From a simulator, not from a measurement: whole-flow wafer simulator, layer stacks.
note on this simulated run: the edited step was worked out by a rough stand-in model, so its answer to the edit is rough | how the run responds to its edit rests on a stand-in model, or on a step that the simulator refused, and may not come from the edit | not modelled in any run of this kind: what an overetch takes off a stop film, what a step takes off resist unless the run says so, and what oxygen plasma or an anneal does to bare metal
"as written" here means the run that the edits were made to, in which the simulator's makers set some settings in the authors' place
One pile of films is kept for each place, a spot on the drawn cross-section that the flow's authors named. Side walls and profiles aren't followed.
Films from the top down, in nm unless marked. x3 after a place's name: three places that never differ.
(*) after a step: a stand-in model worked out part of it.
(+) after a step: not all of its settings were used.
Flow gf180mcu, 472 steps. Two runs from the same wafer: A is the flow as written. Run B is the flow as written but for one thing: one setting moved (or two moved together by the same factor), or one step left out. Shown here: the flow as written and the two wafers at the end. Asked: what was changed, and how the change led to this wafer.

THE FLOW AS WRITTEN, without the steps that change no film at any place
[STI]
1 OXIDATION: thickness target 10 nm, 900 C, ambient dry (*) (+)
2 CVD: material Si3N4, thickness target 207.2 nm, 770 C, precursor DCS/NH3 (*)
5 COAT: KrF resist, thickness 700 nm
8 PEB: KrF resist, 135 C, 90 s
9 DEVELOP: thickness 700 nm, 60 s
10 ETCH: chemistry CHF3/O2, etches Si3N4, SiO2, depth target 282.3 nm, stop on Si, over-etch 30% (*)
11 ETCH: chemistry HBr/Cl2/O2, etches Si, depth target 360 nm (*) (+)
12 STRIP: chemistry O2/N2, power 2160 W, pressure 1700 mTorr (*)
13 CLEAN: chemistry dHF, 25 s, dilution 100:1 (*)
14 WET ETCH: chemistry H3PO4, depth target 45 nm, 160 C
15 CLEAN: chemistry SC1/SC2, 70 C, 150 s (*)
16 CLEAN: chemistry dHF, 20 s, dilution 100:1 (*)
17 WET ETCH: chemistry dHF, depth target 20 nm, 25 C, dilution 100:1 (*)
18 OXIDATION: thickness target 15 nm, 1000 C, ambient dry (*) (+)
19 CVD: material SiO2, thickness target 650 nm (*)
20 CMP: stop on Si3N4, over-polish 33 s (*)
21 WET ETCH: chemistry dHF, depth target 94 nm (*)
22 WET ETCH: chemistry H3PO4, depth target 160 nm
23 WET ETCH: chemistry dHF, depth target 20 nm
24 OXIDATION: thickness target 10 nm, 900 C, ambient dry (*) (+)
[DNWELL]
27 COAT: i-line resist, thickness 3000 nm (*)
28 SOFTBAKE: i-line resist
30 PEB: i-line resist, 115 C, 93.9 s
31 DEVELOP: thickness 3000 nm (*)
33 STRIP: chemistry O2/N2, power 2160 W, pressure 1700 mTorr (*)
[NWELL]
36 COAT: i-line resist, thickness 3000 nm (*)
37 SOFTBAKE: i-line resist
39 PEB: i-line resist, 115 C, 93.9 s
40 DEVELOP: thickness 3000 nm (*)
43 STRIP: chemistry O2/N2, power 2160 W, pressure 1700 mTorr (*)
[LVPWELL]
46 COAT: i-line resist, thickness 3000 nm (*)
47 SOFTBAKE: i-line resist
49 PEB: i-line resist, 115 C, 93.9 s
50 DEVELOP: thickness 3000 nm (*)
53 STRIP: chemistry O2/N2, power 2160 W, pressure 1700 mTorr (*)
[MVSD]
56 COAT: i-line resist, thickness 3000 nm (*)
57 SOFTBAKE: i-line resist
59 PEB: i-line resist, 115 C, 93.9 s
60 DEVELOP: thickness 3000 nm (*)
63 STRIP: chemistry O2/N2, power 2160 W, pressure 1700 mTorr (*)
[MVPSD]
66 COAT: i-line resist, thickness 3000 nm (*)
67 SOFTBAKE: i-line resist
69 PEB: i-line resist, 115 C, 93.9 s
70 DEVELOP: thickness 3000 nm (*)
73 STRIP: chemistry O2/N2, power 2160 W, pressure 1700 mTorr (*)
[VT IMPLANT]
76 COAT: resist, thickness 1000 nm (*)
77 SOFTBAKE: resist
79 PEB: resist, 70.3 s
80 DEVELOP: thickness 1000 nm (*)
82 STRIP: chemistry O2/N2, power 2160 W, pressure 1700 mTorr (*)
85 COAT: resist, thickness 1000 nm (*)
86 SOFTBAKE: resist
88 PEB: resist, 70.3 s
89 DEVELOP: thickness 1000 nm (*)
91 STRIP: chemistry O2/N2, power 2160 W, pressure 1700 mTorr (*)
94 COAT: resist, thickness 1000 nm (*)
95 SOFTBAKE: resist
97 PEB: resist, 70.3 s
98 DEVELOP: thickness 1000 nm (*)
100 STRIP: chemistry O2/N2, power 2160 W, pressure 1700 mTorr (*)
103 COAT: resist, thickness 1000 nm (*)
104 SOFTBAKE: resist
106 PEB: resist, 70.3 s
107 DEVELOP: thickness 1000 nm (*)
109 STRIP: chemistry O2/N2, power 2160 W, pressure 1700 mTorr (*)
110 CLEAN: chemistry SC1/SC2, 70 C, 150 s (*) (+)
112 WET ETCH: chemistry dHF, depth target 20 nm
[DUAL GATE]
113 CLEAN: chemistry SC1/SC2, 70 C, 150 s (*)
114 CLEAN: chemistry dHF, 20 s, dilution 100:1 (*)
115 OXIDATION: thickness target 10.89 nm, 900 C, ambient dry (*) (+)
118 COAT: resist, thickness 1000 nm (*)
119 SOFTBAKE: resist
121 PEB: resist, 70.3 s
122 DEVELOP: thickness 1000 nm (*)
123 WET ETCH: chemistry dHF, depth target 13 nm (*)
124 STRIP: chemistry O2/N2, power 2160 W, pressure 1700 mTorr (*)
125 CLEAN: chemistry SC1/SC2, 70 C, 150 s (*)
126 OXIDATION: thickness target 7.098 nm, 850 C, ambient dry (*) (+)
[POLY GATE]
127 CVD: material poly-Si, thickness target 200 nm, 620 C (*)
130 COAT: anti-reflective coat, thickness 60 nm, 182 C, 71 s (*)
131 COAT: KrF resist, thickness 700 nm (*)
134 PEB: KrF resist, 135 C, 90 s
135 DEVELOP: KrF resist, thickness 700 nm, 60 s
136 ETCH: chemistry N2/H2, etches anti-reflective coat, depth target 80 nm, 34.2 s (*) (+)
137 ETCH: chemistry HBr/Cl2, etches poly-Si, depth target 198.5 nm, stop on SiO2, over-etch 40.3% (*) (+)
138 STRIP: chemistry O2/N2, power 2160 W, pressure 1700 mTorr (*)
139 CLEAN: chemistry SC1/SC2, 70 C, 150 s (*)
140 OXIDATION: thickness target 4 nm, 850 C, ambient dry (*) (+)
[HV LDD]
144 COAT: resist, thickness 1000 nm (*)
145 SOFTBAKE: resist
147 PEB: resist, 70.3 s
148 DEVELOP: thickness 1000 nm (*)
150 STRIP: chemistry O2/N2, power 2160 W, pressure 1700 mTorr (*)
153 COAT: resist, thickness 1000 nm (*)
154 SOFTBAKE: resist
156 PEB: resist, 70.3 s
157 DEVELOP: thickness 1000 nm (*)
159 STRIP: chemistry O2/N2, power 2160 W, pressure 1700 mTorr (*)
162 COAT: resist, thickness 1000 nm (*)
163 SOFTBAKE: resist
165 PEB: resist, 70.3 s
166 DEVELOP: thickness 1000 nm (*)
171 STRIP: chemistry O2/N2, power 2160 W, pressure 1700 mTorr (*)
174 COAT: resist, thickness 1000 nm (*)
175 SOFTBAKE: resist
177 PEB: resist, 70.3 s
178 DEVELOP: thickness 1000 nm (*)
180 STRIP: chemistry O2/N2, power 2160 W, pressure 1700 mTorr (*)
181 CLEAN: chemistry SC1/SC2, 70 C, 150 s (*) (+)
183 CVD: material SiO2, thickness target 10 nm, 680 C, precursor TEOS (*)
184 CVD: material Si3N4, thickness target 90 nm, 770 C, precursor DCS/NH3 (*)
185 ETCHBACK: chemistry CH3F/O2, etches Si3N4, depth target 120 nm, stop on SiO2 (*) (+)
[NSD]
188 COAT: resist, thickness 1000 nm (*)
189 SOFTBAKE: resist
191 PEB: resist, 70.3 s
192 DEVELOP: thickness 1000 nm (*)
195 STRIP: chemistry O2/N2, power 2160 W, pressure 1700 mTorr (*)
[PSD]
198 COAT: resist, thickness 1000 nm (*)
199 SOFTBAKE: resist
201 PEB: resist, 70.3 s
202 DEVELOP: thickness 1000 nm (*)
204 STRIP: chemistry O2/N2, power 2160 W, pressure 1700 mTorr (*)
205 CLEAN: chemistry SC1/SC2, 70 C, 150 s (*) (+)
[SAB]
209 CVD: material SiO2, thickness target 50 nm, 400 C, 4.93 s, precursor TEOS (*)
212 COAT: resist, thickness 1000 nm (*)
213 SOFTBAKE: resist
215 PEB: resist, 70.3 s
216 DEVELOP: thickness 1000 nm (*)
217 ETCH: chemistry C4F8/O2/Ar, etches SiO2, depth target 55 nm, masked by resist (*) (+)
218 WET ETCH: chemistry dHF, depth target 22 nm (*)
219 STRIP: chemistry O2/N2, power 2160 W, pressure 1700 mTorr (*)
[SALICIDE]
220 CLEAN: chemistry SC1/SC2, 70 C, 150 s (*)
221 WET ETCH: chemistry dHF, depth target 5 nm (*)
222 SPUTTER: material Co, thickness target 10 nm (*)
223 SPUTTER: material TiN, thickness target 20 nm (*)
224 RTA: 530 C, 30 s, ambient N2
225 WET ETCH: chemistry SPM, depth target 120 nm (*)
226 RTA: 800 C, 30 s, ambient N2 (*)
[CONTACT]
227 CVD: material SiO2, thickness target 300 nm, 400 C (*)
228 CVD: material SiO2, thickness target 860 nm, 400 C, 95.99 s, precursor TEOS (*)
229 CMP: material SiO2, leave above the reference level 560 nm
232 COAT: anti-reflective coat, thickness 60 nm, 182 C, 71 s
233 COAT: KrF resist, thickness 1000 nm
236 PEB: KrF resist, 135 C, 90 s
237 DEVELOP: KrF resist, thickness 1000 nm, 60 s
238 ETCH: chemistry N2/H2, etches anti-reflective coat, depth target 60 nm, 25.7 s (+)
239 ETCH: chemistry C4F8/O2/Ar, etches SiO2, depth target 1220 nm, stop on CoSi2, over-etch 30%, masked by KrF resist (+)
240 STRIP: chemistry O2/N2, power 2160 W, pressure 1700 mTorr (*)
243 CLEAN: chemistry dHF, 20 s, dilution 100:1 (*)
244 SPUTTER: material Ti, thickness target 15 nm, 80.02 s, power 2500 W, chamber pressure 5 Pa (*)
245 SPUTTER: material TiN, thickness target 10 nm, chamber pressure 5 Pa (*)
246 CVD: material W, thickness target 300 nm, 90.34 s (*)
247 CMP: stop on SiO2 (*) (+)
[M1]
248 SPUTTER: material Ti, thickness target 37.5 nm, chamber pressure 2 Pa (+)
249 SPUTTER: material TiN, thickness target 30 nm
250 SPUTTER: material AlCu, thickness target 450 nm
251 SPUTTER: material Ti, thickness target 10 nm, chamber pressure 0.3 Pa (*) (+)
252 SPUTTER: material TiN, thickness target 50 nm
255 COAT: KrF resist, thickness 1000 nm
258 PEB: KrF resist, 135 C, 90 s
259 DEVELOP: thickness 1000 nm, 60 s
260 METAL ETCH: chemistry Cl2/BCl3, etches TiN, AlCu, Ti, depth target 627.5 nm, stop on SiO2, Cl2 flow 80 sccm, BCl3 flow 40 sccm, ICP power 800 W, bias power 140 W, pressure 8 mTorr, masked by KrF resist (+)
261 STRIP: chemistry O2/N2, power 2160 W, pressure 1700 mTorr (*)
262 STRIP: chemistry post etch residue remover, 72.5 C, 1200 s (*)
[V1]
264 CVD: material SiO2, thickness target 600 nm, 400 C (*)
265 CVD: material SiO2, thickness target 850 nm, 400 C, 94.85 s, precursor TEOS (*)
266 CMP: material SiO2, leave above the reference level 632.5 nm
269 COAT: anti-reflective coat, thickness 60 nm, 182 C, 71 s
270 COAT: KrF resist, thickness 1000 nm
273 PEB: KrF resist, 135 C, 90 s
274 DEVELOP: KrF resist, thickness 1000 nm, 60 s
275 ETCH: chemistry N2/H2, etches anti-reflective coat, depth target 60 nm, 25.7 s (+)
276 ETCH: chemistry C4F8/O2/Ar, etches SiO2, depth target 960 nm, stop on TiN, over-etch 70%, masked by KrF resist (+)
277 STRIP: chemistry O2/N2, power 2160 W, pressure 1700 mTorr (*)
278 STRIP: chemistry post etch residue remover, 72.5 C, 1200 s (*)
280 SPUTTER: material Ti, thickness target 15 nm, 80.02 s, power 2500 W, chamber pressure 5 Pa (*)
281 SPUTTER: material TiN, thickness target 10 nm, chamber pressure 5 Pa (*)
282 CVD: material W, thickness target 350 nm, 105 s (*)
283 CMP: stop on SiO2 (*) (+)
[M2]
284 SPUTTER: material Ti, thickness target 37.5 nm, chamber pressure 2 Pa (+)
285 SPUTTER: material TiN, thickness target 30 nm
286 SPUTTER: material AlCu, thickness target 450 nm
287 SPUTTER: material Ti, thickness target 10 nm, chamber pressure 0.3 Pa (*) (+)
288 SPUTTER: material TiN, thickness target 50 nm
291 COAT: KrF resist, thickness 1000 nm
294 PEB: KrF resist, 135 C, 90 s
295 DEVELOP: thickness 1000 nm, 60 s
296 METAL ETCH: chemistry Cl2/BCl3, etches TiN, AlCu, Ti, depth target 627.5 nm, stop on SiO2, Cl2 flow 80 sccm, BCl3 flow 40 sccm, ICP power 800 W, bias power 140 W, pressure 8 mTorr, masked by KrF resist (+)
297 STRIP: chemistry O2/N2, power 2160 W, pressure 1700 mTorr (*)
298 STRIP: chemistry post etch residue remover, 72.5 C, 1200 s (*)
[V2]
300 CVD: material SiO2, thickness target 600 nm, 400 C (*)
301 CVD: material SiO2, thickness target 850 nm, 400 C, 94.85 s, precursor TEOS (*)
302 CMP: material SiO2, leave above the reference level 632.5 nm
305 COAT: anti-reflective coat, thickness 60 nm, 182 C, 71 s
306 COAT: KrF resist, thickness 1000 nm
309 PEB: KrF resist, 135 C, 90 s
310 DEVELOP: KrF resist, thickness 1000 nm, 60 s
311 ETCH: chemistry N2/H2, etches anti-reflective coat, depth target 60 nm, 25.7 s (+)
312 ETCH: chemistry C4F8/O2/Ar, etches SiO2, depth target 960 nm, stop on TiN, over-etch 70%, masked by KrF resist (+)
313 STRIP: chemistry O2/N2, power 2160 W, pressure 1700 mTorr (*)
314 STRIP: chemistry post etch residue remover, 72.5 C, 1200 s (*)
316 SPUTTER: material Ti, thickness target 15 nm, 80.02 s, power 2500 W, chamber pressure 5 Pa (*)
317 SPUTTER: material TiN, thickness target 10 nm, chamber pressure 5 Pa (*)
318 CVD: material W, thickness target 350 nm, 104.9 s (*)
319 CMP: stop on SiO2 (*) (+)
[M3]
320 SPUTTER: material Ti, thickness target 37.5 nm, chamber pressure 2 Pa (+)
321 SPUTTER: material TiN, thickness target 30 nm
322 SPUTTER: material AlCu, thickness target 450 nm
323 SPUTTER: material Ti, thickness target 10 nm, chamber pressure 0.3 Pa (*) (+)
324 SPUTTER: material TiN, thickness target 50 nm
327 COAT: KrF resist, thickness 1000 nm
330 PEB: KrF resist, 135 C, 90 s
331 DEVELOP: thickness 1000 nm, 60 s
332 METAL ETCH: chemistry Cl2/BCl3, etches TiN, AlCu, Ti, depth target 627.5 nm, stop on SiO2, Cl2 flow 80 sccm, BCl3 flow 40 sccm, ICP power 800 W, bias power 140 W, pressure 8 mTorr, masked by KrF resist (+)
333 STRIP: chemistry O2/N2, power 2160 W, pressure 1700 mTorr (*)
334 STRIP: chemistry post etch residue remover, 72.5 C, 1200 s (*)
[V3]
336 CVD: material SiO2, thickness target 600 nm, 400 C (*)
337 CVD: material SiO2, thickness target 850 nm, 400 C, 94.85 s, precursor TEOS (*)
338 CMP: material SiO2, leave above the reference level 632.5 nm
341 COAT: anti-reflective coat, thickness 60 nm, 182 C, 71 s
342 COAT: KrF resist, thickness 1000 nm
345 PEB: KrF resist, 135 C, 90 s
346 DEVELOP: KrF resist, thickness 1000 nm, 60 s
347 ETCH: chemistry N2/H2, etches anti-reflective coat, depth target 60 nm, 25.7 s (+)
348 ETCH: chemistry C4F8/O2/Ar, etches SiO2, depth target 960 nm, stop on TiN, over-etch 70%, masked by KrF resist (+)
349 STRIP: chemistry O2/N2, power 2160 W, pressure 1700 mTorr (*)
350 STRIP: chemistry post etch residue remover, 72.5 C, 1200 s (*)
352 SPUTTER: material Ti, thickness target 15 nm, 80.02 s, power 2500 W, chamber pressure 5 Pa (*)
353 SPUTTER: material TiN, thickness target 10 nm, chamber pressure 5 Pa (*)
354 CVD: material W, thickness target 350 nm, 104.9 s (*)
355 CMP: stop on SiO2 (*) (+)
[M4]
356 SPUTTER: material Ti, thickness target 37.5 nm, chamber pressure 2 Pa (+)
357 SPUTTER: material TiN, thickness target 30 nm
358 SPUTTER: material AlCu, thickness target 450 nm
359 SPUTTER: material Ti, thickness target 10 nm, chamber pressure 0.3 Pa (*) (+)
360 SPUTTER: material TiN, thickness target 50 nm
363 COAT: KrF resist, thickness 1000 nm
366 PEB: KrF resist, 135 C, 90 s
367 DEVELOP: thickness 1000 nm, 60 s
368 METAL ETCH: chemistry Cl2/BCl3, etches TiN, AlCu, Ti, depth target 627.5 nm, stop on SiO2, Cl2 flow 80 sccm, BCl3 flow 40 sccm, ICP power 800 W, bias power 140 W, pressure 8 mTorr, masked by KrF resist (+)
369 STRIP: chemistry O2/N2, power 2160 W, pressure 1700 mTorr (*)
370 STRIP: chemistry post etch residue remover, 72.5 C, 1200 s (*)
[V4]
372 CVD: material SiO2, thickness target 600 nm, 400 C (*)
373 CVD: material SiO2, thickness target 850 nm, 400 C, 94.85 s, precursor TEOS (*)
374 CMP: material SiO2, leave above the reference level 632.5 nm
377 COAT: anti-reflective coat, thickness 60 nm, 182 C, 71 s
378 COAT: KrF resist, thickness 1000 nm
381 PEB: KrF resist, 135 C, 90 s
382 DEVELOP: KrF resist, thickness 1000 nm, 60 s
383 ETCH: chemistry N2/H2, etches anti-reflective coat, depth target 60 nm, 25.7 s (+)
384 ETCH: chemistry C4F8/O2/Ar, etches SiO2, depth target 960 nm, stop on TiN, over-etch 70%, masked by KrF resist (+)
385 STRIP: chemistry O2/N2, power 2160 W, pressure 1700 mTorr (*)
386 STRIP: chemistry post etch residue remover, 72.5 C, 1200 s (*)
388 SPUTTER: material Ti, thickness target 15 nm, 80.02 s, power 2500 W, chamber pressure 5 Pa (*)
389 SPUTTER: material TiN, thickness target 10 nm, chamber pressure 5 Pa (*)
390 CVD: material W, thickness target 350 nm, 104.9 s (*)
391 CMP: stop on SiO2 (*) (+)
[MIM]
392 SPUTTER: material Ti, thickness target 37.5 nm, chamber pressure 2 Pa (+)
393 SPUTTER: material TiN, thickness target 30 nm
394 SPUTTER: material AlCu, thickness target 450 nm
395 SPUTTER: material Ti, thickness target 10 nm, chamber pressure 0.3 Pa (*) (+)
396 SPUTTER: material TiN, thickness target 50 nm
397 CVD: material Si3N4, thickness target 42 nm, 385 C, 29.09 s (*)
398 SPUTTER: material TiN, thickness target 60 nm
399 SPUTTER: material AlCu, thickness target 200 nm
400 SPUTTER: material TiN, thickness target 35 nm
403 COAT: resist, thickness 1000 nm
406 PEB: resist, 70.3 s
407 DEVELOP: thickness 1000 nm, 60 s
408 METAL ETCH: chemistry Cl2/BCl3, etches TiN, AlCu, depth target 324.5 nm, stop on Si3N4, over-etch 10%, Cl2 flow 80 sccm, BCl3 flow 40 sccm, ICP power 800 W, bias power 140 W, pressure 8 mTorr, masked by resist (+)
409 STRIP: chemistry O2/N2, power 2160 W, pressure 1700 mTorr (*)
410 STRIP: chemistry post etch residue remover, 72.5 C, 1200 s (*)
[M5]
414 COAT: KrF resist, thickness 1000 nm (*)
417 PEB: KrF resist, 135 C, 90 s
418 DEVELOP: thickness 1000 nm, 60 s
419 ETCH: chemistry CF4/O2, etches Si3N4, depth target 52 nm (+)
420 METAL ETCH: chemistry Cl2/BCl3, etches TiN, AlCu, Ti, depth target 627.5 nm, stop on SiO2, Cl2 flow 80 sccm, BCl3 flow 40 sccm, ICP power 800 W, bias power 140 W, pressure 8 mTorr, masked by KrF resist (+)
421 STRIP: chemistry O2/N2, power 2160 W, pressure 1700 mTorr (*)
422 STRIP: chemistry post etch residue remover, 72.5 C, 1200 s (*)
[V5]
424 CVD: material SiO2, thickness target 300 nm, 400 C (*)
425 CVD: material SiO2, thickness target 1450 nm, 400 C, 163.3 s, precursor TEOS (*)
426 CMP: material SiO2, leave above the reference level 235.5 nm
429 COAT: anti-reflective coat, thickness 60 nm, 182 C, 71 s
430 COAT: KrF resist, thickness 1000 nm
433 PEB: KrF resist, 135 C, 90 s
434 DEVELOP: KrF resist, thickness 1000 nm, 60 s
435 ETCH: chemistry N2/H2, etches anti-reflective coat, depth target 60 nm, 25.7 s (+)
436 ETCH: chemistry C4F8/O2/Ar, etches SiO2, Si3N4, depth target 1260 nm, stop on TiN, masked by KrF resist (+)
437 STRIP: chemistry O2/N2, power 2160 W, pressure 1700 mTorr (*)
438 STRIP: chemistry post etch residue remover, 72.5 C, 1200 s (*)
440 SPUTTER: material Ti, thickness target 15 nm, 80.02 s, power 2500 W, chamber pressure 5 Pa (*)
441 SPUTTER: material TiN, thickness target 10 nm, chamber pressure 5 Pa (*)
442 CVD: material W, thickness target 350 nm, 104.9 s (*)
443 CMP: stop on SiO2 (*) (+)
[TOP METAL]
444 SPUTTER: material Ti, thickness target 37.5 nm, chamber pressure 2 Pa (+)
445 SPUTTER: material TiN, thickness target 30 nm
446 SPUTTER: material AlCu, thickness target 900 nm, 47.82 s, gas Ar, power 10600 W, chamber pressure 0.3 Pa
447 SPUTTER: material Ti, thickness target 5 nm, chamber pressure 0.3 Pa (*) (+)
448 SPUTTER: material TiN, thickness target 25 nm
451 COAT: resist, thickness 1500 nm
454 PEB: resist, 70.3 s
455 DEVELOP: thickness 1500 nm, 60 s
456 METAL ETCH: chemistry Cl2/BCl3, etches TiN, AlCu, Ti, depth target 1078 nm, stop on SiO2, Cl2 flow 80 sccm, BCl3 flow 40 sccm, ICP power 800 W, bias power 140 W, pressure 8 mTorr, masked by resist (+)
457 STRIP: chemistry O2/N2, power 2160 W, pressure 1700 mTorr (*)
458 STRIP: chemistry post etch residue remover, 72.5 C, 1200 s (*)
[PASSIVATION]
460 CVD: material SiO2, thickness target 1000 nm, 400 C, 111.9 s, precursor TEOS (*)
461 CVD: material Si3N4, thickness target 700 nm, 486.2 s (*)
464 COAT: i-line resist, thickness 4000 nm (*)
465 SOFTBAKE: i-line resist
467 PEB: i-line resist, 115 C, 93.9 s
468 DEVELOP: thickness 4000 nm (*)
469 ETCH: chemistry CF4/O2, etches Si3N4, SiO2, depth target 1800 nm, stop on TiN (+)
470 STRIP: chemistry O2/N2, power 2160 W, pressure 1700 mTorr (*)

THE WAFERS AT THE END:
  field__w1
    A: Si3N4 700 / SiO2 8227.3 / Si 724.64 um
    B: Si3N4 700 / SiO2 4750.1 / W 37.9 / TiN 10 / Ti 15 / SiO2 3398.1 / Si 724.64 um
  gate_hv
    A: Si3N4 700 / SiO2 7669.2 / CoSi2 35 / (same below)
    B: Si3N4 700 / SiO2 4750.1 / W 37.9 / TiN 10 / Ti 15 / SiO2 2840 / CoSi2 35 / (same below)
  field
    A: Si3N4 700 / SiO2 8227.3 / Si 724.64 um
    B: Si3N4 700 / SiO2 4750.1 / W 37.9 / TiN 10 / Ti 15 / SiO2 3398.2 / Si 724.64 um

The cause: step 301, CVD: thickness target 446 nm was run, where the flow has thickness target 850 nm; step 301, CVD: 49.8 s was run, where the flow has 94.85 s.

How the change led to this, step by step:
  301 CVD: material SiO2, thickness target 850 nm, 400 C, 94.85 s, precursor TEOS (*)
      field, field__w1, field__w2 and 108 more: A SiO2 +850 | B SiO2 +454.9
  302 CMP: material SiO2, leave above the reference level 632.5 nm
      field, field__w1, field__w2 and 103 more: A SiO2 -300 | B nothing
      field__w8, contact, m1, m1__w1, m1_nw: A SiO2 -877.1 | B SiO2 -482
  305 COAT: anti-reflective coat, thickness 60 nm, 182 C, 71 s
      field: A anti-reflective coat +60 (new film) | B anti-reflective coat +98.2 (new film)
      field__w1: A anti-reflective coat +60 (new film) | B anti-reflective coat +83.1 (new film)
      (and at 18 more places)
  306 COAT: KrF resist, thickness 1000 nm
      m1, m1_nw: A KrF resist +1000 (new film) | B KrF resist +953.1 (new film)
      n_well: A KrF resist +1000 (new film) | B KrF resist +977.5 (new film)
      (and at 6 more places)
  310 DEVELOP: KrF resist, thickness 1000 nm, 60 s
      contact: A KrF resist -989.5 (all of it) | B KrF resist -950.3 (all of it)
  311 ETCH: chemistry N2/H2, etches anti-reflective coat, depth target 60 nm, 25.7 s (+)
      contact: A anti-reflective coat -60 (all of it), SiO2 -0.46 | B anti-reflective coat -23.4 (all of it), SiO2 -1.4
  313 STRIP: chemistry O2/N2, power 2160 W, pressure 1700 mTorr (*)
      field: A KrF resist -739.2 (all of it), anti-reflective coat -60 (all of it) | B KrF resist -723 (all of it), anti-reflective coat -98.2 (all of it)
      field__w1: A KrF resist -739.2 (all of it), anti-reflective coat -60 (all of it) | B KrF resist -720.7 (all of it), anti-reflective coat -83.1 (all of it)
      (and at 17 more places)
  316 SPUTTER: material Ti, thickness target 15 nm, 80.02 s, power 2500 W, chamber pressure 5 Pa (*)
      contact: A Ti +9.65 (new film) | B Ti +10.2 (new film)
  318 CVD: material W, thickness target 350 nm, 104.9 s (*)
      contact: A W +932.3 (new film) | B W +836.2 (new film)
  319 CMP: stop on SiO2 (*) (+)
      field, field__w1, field__w2 and 103 more: A W -350 (all of it), TiN -10 (all of it), Ti -15 (all of it), SiO2 -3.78 | B W -299.9
      field__w8, m1, m1__w1, m1_nw: A W -350 (all of it), TiN -10 (all of it), Ti -15 (all of it), SiO2 -3.78 | B W -350 (all of it), TiN -10 (all of it), Ti -15 (all of it), SiO2 -20
      (and at 1 more place)
  332 METAL ETCH: chemistry Cl2/BCl3, etches TiN, AlCu, Ti, depth target 627.5 nm, stop on SiO2, Cl2 flow 80 sccm, BCl3 flow 40 sccm, ICP power 800 W, bias power 140 W, pressure 8 mTorr, masked by KrF resist (+)
      field, field__w1, field__w2 and 103 more: A TiN -50 (all of it), Ti -10 (all of it), AlCu -450 (all of it), TiN -30 (all of it), Ti -37.5 (all of it) | B TiN -50 (all of it), Ti -10 (all of it), AlCu -450 (all of it), TiN -30 (all of it), Ti -37.5 (all of it), W -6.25
  334 STRIP: chemistry post etch residue remover, 72.5 C, 1200 s (*)
      field, field__w1, field__w2 and 103 more: A nothing | B W -6.01
  336 CVD: material SiO2, thickness target 600 nm, 400 C (*)
      field, field__w1, field__w2 and 103 more: A SiO2 +600 | B SiO2 +600 (new film)
  338 CMP: material SiO2, leave above the reference level 632.5 nm
      field, field__w1, field__w2 and 103 more: A SiO2 -300 | B SiO2 -287.7
Counting metal films that touch as one body, field__w1 has 1 body; the flow as written gives 0 bodies.
Counting metal films that touch as one body, gate_hv has 2 bodies (between them, from the top down: SiO2 2840); the flow as written gives 1 body.
Counting metal films that touch as one body, field has 1 body; the flow as written gives 0 bodies.
